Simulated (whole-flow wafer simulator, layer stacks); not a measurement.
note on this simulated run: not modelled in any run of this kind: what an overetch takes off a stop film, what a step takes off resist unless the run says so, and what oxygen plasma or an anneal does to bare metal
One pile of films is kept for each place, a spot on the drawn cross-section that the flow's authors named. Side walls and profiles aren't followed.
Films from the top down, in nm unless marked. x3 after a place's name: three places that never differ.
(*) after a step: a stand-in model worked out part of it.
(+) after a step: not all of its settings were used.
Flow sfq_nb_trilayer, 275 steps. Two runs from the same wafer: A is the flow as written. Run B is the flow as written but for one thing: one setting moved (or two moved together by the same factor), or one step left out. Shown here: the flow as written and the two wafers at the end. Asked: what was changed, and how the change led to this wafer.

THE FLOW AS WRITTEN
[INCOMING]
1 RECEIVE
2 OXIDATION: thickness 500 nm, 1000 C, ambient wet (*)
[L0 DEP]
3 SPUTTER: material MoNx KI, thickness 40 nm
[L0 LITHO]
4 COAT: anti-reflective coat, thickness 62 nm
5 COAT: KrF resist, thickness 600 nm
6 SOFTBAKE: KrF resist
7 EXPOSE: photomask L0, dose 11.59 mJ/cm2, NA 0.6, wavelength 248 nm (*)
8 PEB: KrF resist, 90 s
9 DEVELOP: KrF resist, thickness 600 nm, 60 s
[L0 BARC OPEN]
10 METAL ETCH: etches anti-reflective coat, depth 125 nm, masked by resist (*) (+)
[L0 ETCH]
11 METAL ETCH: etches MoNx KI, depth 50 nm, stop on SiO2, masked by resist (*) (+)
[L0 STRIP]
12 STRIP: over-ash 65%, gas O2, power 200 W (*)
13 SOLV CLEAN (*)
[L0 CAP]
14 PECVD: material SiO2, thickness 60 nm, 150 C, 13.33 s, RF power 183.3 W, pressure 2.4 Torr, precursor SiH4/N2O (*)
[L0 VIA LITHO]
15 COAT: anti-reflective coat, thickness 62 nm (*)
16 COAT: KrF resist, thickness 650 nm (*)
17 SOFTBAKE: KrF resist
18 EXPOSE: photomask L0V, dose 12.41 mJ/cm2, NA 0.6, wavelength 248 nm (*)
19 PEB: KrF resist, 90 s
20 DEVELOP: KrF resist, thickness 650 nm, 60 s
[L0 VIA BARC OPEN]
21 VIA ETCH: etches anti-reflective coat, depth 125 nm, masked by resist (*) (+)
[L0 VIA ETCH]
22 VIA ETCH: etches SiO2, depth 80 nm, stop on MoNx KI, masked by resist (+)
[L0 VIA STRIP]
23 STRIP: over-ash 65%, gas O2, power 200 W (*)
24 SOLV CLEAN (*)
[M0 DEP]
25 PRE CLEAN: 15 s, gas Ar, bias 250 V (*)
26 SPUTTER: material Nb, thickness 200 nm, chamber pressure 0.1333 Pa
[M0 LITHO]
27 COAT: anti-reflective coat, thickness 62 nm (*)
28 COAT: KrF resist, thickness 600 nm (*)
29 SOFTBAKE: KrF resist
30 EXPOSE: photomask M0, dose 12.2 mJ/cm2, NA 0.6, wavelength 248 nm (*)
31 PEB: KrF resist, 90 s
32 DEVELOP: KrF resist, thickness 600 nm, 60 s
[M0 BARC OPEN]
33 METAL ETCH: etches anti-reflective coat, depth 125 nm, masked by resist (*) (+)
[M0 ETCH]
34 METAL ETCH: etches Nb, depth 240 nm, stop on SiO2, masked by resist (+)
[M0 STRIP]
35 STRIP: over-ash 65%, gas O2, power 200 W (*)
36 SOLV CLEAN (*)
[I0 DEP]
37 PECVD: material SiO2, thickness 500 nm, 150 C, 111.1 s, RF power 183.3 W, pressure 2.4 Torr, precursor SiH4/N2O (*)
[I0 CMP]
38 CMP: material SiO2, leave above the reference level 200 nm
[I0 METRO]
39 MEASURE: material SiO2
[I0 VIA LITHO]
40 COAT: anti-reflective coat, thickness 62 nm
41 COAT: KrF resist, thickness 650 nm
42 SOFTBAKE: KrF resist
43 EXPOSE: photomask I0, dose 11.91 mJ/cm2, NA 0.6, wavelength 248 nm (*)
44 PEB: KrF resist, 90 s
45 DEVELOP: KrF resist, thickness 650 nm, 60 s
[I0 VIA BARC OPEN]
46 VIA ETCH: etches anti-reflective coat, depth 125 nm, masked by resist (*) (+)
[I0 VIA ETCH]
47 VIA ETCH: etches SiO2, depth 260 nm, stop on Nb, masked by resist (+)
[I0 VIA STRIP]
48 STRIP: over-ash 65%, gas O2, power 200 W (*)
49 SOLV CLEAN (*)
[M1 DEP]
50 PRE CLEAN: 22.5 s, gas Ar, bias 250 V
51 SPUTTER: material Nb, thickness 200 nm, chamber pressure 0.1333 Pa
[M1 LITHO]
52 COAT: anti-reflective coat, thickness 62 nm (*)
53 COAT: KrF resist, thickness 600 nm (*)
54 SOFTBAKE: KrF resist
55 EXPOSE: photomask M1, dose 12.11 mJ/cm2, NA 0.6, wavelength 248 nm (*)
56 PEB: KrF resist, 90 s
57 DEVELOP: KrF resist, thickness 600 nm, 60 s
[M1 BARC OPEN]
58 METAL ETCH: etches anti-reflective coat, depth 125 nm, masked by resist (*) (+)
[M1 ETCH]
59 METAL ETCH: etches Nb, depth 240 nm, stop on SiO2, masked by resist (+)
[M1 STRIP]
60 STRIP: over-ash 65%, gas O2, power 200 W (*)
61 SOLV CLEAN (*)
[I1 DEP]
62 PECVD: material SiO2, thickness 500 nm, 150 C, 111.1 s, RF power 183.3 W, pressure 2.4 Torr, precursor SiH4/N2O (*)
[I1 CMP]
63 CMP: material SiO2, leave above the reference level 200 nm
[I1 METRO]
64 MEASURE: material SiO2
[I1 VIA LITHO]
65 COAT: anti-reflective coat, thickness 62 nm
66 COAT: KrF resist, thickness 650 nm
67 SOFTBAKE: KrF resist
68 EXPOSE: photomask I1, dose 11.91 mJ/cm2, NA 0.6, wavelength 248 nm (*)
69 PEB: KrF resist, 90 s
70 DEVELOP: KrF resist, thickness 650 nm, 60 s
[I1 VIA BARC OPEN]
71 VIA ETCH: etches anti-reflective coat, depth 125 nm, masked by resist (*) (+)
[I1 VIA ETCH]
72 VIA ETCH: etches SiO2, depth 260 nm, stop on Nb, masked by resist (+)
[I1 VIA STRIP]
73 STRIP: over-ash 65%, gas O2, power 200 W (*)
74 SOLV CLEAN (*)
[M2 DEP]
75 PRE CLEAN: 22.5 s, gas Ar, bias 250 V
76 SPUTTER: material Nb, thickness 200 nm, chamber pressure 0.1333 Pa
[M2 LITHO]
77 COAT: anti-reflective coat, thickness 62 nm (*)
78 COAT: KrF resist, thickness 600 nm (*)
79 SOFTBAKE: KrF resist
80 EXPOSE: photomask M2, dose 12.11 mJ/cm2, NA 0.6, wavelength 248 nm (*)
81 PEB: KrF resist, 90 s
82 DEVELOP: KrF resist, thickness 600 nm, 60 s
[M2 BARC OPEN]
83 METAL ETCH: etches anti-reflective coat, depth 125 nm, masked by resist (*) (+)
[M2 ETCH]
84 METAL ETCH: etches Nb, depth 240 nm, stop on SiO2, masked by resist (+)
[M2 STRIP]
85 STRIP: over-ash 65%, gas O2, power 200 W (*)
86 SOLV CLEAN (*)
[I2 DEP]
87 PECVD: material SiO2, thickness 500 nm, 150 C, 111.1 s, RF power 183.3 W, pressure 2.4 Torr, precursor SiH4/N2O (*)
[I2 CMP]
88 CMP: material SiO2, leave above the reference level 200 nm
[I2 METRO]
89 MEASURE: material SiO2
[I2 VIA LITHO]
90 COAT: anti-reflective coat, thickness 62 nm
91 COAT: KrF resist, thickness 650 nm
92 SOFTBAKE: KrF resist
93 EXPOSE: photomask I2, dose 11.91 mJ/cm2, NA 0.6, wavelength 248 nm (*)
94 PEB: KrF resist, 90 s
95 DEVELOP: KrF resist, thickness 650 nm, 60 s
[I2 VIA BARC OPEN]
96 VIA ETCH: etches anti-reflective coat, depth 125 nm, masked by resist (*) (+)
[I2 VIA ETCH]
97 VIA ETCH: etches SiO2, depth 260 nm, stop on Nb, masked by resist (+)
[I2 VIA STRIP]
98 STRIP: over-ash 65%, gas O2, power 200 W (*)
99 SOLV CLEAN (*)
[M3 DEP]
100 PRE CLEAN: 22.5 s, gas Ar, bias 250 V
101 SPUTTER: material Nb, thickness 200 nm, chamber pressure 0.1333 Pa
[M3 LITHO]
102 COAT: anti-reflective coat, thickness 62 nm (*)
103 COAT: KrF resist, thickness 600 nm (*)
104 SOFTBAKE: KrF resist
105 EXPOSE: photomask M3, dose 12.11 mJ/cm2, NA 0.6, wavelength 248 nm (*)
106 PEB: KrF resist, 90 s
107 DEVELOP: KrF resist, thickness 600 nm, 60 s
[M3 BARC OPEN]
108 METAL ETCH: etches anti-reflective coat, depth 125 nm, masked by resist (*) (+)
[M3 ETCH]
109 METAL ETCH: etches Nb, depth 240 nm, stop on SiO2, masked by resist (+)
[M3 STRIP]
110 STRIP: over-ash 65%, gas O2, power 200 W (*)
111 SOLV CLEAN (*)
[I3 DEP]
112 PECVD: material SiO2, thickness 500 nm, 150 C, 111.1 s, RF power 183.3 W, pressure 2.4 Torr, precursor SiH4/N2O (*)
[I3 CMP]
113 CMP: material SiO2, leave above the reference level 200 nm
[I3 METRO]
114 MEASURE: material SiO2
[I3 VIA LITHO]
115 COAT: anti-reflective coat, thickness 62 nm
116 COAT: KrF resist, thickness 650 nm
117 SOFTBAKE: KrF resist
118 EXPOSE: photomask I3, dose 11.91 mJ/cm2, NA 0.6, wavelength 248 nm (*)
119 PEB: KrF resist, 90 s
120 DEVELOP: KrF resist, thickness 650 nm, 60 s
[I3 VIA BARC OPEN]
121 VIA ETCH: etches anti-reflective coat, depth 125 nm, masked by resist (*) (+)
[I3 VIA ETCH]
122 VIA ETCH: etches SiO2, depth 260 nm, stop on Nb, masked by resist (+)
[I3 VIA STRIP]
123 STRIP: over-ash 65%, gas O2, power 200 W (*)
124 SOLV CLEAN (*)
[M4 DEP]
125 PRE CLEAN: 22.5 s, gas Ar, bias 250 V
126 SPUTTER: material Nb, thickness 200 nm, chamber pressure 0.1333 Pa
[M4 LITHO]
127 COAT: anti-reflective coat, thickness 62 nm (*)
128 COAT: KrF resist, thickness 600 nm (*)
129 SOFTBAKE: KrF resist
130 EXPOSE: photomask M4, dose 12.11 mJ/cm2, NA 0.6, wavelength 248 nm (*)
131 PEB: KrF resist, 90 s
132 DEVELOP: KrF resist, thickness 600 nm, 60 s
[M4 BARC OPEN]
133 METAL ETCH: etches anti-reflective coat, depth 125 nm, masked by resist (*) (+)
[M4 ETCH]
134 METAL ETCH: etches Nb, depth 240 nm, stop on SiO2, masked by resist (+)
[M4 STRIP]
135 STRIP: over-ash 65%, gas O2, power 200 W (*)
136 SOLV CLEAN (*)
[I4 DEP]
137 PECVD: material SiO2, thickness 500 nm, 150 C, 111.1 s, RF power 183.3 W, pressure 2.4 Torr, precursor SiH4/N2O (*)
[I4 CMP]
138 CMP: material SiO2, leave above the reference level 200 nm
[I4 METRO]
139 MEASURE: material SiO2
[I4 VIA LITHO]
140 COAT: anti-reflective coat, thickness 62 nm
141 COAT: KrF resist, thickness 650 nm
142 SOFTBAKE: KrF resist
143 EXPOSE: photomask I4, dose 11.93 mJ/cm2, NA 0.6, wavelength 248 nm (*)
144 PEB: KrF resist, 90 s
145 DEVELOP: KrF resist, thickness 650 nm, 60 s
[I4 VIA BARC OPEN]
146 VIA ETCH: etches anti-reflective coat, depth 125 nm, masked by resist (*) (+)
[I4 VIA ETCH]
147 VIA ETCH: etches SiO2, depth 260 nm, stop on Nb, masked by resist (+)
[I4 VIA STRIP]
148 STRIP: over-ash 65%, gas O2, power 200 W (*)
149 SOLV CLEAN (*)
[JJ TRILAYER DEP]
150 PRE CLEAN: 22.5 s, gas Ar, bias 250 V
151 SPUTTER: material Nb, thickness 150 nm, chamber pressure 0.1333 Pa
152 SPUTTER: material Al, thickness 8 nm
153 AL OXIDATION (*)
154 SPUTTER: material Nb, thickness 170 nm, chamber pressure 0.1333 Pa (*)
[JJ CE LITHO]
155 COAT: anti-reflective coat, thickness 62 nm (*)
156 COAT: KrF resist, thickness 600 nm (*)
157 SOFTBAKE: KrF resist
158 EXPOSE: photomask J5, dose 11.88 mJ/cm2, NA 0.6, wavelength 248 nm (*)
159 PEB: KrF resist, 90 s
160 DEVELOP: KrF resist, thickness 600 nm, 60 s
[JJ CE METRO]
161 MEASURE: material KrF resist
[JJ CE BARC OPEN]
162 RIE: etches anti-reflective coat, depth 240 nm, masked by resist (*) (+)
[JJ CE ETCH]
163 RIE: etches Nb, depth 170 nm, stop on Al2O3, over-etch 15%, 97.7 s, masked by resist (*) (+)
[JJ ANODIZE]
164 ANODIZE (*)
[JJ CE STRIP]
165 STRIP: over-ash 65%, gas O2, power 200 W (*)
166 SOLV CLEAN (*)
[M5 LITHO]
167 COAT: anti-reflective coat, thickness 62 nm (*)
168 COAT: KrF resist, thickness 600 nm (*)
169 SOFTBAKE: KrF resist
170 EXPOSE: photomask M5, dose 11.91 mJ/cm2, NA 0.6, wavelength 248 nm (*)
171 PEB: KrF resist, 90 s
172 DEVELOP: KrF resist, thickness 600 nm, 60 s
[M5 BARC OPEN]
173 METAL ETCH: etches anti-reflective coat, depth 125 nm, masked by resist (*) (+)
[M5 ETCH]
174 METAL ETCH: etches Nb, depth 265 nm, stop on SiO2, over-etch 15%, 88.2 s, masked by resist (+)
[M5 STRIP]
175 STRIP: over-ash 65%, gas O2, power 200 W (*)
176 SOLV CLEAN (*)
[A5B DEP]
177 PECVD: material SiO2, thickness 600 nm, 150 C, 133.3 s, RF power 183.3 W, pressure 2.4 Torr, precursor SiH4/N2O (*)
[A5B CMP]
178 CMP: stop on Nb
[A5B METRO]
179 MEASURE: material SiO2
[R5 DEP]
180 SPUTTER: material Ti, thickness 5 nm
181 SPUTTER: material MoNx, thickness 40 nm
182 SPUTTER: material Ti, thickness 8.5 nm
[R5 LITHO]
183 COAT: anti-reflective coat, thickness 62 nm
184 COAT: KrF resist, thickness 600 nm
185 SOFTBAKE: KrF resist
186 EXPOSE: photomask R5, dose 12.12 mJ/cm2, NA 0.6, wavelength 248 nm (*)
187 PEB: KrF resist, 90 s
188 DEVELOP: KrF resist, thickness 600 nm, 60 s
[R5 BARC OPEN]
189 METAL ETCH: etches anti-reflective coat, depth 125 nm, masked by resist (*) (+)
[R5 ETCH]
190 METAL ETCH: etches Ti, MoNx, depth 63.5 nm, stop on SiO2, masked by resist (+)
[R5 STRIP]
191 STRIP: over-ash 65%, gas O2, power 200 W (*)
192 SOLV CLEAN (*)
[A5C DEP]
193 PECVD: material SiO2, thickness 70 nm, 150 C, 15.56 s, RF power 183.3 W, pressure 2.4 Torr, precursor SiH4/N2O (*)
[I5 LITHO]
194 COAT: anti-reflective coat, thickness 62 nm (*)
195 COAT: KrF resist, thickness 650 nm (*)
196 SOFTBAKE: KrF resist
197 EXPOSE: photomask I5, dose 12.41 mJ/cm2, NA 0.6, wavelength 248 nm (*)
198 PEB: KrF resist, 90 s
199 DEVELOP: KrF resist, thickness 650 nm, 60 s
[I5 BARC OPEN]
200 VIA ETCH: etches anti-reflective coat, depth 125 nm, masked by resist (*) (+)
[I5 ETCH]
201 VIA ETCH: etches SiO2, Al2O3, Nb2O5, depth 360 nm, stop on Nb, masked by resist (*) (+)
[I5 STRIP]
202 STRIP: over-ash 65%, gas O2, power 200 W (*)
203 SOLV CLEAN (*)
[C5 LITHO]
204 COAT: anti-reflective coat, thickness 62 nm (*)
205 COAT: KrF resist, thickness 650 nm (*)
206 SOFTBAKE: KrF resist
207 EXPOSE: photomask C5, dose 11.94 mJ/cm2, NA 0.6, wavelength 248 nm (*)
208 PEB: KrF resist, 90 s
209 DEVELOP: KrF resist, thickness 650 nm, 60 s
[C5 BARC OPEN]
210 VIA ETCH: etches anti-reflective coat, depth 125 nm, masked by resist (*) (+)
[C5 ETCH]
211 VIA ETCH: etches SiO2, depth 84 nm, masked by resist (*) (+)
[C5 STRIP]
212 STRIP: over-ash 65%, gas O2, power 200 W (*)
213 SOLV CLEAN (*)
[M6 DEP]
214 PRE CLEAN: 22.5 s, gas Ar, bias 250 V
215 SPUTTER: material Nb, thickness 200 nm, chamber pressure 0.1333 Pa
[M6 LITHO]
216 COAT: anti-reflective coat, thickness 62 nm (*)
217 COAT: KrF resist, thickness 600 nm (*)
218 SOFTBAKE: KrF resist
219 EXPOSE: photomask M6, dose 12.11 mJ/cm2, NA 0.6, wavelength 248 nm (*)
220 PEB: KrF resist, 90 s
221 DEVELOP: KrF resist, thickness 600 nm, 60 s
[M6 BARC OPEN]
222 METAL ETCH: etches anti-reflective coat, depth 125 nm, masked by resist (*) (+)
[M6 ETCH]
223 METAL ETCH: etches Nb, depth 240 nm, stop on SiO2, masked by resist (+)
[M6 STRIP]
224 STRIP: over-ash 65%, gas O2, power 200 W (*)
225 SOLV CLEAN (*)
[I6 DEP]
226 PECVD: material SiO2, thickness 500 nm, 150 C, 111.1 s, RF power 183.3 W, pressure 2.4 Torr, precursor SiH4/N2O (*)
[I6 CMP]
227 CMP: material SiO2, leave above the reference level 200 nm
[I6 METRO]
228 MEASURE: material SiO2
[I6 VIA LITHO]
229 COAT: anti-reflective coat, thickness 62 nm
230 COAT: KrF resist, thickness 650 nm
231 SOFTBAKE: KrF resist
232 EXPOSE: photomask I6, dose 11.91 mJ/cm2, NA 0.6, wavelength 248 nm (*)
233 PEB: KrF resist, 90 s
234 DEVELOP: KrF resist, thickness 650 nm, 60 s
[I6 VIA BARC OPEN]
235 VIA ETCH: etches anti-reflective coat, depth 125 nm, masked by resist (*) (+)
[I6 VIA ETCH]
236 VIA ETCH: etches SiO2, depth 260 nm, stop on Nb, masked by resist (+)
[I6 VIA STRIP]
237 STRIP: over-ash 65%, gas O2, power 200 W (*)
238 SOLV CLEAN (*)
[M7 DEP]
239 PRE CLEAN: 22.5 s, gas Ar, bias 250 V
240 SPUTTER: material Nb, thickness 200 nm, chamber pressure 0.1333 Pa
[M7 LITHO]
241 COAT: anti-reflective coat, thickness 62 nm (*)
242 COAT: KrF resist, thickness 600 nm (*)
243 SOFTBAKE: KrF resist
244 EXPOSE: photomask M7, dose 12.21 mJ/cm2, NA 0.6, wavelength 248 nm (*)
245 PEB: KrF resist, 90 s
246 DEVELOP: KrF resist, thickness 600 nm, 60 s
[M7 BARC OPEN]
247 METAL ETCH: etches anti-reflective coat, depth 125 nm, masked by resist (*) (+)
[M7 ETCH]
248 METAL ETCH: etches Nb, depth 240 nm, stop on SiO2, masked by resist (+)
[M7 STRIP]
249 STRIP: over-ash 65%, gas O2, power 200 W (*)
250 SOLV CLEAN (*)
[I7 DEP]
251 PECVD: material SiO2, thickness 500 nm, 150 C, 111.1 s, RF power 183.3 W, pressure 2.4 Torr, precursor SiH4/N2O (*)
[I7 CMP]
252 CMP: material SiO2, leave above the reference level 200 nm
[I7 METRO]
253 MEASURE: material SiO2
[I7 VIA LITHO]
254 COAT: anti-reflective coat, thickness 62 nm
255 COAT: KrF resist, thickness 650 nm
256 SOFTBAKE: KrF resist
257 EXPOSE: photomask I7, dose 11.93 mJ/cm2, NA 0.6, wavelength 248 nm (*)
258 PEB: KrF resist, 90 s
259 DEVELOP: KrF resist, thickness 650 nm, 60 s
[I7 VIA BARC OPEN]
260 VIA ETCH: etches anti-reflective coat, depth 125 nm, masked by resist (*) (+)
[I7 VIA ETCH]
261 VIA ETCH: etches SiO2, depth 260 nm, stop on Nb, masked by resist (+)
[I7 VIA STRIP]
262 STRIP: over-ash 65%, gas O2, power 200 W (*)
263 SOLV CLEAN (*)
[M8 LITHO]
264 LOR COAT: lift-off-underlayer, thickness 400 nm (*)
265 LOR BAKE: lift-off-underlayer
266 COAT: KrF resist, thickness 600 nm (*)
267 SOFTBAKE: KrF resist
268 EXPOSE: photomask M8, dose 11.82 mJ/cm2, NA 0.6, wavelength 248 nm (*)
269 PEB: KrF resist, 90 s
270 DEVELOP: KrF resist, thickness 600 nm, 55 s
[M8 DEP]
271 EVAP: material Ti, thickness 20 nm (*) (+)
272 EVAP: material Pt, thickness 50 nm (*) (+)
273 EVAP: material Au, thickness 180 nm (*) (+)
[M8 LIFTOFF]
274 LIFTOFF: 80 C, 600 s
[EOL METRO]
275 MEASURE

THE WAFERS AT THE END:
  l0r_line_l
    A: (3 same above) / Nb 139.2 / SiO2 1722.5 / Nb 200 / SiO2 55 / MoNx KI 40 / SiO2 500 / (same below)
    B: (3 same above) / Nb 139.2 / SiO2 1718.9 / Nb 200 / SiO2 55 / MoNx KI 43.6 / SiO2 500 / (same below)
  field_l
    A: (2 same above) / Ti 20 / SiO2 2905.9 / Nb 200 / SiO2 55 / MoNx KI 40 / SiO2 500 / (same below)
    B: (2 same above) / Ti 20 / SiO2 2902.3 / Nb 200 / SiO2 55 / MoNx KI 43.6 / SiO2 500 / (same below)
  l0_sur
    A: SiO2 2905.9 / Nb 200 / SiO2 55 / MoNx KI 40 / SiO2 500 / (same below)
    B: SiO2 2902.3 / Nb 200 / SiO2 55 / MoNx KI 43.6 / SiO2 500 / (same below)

The cause: step 3, SPUTTER: thickness 43.6 nm was run, where the flow has thickness 40 nm.
It can be read off the wafer: l0r_line_l has MoNx KI 43.6, and step 3 as written asks for 40 nm.

How the change led to this, step by step:
  3 SPUTTER: material MoNx KI, thickness 40 nm
      field_l, v_sur, via_wl and 103 more: A MoNx KI +40 (new film) | B MoNx KI +43.6 (new film)
  11 METAL ETCH: etches MoNx KI, depth 50 nm, stop on SiO2, masked by resist (*) (+)
      v_sur, via_wl, via_w and 97 more: A MoNx KI -40 (all of it) | B MoNx KI -43.6 (all of it)
